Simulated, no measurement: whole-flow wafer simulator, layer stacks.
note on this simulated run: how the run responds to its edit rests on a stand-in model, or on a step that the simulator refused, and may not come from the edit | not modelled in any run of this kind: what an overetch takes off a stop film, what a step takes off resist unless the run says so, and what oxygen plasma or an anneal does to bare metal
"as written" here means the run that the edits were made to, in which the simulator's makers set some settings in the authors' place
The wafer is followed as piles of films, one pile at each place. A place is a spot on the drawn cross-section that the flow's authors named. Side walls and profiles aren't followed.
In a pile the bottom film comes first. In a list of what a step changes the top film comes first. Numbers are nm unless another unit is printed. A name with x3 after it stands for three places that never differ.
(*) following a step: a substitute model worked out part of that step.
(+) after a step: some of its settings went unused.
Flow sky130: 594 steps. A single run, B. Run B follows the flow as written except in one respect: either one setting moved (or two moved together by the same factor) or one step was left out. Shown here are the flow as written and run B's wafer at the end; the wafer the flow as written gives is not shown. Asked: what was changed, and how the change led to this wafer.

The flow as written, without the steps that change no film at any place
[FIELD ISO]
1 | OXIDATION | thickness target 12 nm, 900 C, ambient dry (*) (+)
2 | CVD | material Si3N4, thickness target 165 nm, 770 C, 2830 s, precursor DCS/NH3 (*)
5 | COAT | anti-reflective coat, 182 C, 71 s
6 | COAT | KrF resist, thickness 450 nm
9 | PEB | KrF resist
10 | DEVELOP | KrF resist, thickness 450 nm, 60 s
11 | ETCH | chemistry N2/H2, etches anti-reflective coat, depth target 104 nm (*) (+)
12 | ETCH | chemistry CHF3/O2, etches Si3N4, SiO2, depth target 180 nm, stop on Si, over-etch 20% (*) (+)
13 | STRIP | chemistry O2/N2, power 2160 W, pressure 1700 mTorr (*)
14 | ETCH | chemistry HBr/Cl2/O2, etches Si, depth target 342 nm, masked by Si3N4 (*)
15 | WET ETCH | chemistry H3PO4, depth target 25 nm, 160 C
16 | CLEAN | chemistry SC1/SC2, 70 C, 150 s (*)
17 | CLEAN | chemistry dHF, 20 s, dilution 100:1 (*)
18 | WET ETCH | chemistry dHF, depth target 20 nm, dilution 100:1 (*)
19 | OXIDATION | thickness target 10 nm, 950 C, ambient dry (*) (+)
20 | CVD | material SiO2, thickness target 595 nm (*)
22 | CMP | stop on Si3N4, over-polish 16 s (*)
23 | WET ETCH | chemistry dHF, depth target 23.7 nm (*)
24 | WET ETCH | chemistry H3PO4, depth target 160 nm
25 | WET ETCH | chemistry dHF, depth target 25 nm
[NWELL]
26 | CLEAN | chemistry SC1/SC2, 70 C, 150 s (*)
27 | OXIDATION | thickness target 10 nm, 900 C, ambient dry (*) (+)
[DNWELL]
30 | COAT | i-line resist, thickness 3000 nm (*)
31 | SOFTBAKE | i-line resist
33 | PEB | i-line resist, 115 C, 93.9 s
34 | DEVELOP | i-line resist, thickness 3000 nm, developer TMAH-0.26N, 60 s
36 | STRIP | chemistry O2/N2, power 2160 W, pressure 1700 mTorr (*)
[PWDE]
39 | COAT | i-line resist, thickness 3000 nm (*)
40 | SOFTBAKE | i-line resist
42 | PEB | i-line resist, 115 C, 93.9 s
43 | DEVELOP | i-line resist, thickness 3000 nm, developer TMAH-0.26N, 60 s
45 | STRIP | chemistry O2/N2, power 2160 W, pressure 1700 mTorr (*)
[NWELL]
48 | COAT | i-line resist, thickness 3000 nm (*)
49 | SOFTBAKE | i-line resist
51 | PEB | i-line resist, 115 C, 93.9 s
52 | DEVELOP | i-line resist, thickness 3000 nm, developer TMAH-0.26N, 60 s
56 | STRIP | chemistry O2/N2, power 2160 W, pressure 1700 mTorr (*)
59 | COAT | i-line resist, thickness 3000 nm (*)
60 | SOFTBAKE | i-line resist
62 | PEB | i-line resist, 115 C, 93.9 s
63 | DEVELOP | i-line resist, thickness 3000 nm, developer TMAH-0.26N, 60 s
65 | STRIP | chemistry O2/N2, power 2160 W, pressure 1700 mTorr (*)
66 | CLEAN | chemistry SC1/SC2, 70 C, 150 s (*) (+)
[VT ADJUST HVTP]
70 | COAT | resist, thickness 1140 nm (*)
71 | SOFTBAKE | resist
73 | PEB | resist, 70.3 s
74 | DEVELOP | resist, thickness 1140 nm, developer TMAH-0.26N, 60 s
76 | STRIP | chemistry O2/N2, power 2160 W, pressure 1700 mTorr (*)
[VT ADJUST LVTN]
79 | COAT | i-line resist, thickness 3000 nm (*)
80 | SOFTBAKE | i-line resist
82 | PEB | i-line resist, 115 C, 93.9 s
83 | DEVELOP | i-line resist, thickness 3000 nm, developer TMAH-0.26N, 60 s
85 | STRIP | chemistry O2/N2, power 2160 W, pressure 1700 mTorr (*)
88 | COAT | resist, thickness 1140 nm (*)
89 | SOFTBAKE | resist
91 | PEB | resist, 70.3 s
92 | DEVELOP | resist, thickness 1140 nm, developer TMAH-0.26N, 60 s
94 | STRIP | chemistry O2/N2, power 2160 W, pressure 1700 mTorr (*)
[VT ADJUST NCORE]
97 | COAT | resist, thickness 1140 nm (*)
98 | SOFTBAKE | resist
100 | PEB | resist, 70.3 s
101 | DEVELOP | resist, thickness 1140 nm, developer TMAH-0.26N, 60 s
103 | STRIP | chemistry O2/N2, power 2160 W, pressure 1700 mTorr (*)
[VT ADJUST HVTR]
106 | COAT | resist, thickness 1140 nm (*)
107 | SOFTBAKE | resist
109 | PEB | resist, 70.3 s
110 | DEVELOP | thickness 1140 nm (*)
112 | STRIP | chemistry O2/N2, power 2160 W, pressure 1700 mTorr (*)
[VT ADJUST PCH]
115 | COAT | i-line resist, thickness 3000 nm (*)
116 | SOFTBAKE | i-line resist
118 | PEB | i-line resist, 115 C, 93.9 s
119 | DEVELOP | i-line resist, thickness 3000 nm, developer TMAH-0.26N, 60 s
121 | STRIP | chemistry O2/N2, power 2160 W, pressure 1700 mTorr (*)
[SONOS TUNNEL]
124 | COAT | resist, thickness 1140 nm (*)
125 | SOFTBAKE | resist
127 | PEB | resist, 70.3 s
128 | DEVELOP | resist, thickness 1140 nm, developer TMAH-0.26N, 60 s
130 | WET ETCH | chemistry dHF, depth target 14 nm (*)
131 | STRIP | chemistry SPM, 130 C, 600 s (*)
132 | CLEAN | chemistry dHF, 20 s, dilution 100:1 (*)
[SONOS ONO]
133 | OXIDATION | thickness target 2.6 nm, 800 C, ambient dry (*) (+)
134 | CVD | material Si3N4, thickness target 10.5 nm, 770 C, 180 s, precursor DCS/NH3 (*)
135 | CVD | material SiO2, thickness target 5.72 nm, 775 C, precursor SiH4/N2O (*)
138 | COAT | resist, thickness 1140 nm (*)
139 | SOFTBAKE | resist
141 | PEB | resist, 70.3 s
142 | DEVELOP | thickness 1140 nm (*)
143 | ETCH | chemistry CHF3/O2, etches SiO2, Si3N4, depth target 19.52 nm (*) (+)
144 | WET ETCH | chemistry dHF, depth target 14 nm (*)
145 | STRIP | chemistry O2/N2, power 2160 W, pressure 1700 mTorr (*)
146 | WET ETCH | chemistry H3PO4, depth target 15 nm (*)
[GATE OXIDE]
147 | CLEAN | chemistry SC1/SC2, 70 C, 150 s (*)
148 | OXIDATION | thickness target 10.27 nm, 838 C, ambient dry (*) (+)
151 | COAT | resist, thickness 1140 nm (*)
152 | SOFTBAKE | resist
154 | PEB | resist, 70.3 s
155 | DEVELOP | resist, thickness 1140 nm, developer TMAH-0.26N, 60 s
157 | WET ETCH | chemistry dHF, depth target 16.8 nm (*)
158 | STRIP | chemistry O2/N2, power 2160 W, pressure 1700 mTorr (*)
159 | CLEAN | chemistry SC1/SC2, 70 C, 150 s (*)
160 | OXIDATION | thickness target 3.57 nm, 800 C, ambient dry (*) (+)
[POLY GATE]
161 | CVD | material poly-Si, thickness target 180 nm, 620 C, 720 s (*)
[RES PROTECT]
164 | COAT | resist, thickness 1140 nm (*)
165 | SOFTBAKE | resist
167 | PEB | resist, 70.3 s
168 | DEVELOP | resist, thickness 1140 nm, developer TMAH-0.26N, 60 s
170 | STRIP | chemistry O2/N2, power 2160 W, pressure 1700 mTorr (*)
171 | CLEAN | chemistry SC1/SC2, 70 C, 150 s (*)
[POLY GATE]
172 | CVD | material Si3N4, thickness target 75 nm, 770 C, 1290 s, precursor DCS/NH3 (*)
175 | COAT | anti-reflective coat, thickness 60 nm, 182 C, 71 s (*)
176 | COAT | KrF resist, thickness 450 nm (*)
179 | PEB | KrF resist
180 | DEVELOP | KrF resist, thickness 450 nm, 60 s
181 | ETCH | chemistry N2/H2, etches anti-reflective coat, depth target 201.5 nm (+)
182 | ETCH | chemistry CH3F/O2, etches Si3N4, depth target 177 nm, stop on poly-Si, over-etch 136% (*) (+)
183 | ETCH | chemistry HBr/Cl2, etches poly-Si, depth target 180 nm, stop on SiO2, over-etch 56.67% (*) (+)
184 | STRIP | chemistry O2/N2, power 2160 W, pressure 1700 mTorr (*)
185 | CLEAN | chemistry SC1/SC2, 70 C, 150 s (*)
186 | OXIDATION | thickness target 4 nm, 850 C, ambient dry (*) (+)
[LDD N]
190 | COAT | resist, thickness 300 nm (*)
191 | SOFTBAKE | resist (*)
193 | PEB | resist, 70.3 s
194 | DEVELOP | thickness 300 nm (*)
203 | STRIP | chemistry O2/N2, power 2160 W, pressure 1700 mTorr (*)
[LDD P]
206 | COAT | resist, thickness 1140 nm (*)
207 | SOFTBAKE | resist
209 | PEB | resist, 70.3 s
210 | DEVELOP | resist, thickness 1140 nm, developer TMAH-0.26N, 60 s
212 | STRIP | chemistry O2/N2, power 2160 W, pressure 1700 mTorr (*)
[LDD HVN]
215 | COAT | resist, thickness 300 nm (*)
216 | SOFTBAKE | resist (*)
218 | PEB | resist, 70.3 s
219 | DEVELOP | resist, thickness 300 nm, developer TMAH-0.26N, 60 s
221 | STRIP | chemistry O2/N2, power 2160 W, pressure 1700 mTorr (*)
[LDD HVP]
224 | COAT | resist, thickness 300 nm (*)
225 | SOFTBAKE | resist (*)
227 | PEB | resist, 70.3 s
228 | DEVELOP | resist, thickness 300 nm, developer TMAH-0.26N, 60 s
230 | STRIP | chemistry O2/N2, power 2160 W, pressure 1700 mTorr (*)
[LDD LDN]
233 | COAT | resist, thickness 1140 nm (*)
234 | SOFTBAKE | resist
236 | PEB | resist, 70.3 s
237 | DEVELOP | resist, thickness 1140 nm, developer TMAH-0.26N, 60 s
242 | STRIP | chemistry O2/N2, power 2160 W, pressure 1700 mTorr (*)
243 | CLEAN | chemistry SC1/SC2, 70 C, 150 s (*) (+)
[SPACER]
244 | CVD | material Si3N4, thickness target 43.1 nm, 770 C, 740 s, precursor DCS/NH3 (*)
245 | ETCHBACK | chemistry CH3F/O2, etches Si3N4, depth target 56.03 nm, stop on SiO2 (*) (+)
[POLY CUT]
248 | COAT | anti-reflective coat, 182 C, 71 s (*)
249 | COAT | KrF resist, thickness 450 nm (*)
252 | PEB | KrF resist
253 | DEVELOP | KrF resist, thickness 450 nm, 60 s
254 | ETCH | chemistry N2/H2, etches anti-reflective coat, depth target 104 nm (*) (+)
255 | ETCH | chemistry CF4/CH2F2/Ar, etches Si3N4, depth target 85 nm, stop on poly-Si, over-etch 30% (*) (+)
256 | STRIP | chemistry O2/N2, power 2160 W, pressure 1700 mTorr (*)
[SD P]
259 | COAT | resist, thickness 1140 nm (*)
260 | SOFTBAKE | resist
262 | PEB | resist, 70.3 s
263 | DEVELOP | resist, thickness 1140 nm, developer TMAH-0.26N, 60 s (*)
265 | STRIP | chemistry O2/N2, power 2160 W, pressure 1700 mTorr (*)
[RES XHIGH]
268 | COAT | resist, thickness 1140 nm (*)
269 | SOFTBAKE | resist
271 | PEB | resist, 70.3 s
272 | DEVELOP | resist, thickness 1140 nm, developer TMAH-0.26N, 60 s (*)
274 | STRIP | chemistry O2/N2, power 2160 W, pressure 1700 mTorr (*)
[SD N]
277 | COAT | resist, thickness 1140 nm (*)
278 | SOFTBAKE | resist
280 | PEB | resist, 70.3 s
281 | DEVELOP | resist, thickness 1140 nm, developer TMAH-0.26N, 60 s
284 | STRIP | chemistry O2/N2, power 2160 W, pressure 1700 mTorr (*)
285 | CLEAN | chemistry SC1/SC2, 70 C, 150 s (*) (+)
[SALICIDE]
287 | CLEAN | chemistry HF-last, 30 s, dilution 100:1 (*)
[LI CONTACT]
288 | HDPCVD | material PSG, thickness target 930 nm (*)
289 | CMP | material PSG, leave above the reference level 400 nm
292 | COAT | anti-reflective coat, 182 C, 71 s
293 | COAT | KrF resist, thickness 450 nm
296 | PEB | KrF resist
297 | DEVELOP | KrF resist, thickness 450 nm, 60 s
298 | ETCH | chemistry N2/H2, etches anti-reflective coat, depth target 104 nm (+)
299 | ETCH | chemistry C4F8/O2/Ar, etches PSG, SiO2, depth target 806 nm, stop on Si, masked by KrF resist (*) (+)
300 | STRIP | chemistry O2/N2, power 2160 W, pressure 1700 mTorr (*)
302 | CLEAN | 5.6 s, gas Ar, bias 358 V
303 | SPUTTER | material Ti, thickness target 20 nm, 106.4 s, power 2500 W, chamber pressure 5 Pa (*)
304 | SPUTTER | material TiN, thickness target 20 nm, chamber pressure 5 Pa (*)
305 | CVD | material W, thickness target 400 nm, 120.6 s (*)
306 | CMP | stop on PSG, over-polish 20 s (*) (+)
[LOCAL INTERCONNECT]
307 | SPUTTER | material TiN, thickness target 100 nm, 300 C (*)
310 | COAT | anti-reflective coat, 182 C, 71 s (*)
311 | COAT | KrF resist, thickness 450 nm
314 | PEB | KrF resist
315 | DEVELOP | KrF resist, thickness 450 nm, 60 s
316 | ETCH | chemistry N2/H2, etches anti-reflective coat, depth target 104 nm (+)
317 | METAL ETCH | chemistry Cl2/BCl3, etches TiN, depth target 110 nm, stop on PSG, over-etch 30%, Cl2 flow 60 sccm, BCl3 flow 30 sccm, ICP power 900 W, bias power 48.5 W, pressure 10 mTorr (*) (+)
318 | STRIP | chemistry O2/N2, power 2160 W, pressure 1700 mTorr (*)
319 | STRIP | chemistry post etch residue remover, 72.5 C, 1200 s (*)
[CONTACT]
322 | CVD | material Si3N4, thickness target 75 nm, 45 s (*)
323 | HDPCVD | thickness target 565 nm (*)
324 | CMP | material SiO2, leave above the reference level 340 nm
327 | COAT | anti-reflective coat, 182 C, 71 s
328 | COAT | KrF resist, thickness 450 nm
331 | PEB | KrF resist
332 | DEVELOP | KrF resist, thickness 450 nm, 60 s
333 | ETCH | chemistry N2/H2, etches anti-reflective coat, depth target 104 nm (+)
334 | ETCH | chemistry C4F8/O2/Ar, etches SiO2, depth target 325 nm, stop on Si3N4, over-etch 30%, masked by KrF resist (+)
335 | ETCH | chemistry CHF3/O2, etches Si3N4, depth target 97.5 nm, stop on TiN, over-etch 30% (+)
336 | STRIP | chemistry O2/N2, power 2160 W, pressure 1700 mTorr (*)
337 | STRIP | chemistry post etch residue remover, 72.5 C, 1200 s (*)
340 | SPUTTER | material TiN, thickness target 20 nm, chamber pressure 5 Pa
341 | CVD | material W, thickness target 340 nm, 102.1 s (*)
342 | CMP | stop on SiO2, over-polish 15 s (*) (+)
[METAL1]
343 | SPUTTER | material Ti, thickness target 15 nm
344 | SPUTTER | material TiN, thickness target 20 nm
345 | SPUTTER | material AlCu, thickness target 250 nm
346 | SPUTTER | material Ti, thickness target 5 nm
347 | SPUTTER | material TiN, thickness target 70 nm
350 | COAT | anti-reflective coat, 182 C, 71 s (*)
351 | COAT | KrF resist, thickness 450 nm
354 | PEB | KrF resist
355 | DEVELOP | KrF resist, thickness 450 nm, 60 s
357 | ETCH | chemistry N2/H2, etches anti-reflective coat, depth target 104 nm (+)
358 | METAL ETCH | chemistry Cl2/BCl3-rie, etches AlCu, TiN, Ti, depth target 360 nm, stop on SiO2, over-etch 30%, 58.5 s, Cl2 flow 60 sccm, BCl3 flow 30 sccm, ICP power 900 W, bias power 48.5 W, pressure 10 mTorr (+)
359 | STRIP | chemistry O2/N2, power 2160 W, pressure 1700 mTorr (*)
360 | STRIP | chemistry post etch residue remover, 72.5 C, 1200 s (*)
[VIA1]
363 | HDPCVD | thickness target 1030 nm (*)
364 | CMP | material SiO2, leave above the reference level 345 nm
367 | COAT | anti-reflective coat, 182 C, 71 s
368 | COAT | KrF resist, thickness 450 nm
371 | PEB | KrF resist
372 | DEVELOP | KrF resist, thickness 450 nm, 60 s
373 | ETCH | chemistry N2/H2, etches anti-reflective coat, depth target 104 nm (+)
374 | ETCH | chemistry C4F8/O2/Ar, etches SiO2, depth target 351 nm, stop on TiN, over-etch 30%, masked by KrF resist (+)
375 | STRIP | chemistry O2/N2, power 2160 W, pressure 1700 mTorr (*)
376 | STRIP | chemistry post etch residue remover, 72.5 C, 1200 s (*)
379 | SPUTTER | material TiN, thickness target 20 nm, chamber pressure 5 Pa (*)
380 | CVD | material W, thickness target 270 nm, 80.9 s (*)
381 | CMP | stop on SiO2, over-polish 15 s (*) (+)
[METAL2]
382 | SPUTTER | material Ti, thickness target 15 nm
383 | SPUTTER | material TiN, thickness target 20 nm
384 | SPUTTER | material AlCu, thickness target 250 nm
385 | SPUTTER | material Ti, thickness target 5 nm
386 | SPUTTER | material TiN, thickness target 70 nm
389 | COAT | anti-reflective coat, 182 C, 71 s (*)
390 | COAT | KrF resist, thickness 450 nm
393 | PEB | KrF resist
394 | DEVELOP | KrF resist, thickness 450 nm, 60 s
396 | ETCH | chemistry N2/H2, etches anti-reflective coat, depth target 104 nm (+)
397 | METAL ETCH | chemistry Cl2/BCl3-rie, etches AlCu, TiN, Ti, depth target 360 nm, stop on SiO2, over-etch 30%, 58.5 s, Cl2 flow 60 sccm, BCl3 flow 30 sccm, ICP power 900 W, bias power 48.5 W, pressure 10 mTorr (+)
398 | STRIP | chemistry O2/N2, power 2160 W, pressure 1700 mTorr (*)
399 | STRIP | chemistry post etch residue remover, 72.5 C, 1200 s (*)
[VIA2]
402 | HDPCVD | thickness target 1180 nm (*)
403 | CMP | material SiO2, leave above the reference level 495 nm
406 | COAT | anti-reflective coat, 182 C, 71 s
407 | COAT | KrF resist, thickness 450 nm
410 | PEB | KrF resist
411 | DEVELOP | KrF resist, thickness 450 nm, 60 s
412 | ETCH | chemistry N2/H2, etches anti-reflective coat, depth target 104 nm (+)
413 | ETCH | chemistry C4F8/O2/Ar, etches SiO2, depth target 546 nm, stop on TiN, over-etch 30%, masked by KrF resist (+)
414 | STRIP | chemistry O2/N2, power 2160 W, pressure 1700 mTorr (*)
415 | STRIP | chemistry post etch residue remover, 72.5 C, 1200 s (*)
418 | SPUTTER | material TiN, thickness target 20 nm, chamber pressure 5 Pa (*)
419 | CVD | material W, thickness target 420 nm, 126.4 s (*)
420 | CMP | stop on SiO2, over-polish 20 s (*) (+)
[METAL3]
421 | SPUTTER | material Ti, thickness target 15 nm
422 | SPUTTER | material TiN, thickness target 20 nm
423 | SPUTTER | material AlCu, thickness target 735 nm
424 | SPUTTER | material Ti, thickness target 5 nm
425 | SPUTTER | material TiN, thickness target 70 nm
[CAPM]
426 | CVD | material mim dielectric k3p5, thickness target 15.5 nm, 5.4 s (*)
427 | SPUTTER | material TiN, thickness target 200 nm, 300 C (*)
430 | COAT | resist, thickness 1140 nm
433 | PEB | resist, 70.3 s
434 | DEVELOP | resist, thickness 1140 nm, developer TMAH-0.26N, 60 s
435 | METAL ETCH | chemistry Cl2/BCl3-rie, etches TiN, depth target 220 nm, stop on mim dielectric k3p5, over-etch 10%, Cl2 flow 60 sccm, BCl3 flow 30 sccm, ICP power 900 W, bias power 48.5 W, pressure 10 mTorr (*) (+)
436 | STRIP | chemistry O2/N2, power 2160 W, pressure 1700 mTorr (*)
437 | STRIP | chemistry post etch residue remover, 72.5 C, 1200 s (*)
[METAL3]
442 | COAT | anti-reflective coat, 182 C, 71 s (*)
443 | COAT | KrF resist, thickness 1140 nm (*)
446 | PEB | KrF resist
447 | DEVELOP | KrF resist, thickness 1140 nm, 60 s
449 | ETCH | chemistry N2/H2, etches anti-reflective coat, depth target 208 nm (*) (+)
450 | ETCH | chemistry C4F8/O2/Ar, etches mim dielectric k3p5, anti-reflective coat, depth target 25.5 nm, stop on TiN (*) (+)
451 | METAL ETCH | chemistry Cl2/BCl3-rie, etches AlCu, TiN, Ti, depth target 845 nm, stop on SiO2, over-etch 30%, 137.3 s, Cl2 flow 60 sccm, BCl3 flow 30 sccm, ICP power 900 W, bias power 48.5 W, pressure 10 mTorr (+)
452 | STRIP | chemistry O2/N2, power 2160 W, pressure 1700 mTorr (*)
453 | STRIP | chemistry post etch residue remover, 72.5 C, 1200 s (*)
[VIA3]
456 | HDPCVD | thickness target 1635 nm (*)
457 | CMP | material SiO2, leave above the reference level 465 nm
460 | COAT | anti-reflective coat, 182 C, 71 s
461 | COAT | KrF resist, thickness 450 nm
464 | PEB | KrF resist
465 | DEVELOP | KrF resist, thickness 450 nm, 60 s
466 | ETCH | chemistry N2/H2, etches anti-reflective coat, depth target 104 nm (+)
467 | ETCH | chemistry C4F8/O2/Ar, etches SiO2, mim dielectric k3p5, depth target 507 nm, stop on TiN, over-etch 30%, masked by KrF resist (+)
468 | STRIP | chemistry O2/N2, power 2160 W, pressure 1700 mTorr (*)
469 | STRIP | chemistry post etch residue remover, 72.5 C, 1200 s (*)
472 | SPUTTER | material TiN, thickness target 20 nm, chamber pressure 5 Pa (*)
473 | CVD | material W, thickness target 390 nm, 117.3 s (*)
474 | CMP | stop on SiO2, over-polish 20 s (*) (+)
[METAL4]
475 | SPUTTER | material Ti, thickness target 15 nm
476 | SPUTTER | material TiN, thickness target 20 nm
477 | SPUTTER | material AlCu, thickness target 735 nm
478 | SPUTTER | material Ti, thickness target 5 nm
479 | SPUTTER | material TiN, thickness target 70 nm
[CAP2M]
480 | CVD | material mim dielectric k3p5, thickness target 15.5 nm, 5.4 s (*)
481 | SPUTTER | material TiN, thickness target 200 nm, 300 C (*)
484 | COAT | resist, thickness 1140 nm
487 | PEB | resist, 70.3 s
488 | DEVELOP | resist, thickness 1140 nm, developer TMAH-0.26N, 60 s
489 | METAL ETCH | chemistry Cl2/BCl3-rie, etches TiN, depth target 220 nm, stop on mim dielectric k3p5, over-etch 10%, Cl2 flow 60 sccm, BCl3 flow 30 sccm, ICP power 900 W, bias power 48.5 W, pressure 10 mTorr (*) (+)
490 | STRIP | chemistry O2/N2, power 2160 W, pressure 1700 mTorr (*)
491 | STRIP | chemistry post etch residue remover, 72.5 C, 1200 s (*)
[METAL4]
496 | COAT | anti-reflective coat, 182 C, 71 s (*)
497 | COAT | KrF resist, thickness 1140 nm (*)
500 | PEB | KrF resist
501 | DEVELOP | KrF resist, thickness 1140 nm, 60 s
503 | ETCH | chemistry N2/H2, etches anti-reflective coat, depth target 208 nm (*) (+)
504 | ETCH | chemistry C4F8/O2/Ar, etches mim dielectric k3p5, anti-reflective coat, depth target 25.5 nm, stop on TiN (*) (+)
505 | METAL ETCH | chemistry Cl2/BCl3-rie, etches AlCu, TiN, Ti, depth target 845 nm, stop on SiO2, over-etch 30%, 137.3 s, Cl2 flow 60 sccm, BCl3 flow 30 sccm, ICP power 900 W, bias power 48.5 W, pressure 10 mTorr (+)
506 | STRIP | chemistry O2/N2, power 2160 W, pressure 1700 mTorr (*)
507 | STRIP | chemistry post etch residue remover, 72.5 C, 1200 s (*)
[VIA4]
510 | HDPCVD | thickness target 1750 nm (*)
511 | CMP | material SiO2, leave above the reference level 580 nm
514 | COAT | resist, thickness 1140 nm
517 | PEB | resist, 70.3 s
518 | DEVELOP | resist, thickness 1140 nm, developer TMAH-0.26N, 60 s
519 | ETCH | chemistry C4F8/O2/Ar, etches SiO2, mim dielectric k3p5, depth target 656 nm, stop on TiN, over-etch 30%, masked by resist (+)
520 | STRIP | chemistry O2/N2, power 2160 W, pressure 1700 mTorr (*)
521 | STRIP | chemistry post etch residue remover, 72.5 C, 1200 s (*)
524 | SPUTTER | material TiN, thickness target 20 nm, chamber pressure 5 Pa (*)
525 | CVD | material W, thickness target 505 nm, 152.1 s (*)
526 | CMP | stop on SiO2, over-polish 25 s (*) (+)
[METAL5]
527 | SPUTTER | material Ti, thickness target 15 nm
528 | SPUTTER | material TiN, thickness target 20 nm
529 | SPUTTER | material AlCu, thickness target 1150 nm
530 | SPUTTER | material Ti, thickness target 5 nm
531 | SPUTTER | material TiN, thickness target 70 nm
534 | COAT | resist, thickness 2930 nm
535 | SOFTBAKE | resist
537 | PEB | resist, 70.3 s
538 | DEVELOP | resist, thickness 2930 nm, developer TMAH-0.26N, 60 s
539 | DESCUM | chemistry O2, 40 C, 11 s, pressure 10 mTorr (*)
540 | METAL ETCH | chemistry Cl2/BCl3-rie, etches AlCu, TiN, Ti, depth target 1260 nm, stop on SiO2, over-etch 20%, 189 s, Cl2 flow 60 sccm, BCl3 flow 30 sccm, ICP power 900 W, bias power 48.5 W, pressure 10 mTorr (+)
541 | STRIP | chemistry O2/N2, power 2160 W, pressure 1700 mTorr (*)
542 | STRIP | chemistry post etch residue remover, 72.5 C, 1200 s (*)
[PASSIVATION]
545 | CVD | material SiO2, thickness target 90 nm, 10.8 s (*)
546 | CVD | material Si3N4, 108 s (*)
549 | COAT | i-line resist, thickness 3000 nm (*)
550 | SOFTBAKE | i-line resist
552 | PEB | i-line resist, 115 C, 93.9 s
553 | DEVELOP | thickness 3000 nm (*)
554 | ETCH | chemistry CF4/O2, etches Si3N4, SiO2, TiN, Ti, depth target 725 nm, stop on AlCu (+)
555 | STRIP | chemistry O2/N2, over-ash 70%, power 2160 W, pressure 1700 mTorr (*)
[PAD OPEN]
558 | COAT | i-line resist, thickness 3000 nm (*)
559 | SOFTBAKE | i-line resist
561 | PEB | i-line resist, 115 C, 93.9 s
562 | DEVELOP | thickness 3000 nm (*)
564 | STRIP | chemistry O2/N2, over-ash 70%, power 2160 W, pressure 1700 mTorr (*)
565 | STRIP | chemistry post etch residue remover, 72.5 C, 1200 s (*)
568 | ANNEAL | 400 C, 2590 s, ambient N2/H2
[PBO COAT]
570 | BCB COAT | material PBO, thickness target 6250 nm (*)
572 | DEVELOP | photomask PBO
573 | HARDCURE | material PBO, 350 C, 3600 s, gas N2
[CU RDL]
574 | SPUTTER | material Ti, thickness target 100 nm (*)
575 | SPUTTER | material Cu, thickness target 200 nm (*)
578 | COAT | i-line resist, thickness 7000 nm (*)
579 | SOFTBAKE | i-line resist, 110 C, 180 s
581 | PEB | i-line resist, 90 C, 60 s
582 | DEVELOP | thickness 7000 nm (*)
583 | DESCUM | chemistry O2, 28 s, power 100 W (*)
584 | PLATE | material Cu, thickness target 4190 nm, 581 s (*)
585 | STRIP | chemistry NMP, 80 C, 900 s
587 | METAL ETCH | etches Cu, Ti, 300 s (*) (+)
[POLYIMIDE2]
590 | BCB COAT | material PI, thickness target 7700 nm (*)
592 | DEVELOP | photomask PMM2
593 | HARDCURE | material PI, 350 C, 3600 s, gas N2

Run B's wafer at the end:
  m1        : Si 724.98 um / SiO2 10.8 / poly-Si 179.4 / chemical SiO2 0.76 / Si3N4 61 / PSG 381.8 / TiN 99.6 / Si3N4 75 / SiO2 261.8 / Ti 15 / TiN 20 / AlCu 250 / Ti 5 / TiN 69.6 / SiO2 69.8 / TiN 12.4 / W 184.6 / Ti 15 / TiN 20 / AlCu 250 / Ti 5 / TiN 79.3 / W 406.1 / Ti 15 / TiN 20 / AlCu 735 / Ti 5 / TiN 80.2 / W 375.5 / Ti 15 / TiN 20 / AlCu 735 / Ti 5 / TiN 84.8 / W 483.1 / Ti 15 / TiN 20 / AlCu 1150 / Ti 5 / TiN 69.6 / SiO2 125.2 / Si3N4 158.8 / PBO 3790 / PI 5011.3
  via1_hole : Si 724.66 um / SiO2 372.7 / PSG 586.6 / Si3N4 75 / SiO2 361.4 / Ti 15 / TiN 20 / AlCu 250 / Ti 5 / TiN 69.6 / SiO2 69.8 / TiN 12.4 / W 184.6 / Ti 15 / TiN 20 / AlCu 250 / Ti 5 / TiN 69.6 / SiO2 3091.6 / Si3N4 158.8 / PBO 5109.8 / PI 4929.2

Cause: step 374, ETCH: depth target 200 nm was run, while the flow as written has depth target 351 nm.

The path from the change to this, step by step:
  374 | ETCH | chemistry C4F8/O2/Ar, etches SiO2, depth target 351 nm, stop on TiN, over-etch 30%, masked by KrF resist (+)
      m1, via1_hole: SiO2 loses 200 (as written it would have been: SiO2 loses 269.8 (all of it))
      field, active, n_well and 186 more: KrF resist loses 40 (as written it would have been: KrF resist loses 70.1)
  375 | STRIP | chemistry O2/N2, power 2160 W, pressure 1700 mTorr (*)
      field, active, n_well and 186 more: KrF resist loses 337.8 (all of it), anti-reflective coat loses 80 (all of it) (as written it would have been: KrF resist loses 307.7 (all of it), anti-reflective coat loses 80 (all of it))
  379 | SPUTTER | material TiN, thickness target 20 nm, chamber pressure 5 Pa (*)
      m1: TiN gains 12.4 (new film) (as written it would have been: TiN gains 11)
      via1_hole: TiN gains 12.4 (new film) (as written it would have been: TiN gains 10.9)
  380 | CVD | material W, thickness target 270 nm, 80.9 s (*)
      m1, via1_hole: W gains 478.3 (new film) (as written it would have been: W gains 549.9 (new film))
With metal films that touch counted as one body, m1 has 3 bodies (between them, from the top down: SiO2 69.8; SiO2 261.8 / Si3N4 75); the flow as written gives 2 bodies (between them, from the top down: SiO2 261.8 / Si3N4 75).
With metal films that touch counted as one body, via1_hole has 2 bodies (between them, from the top down: SiO2 69.8); the flow as written gives 1 body.
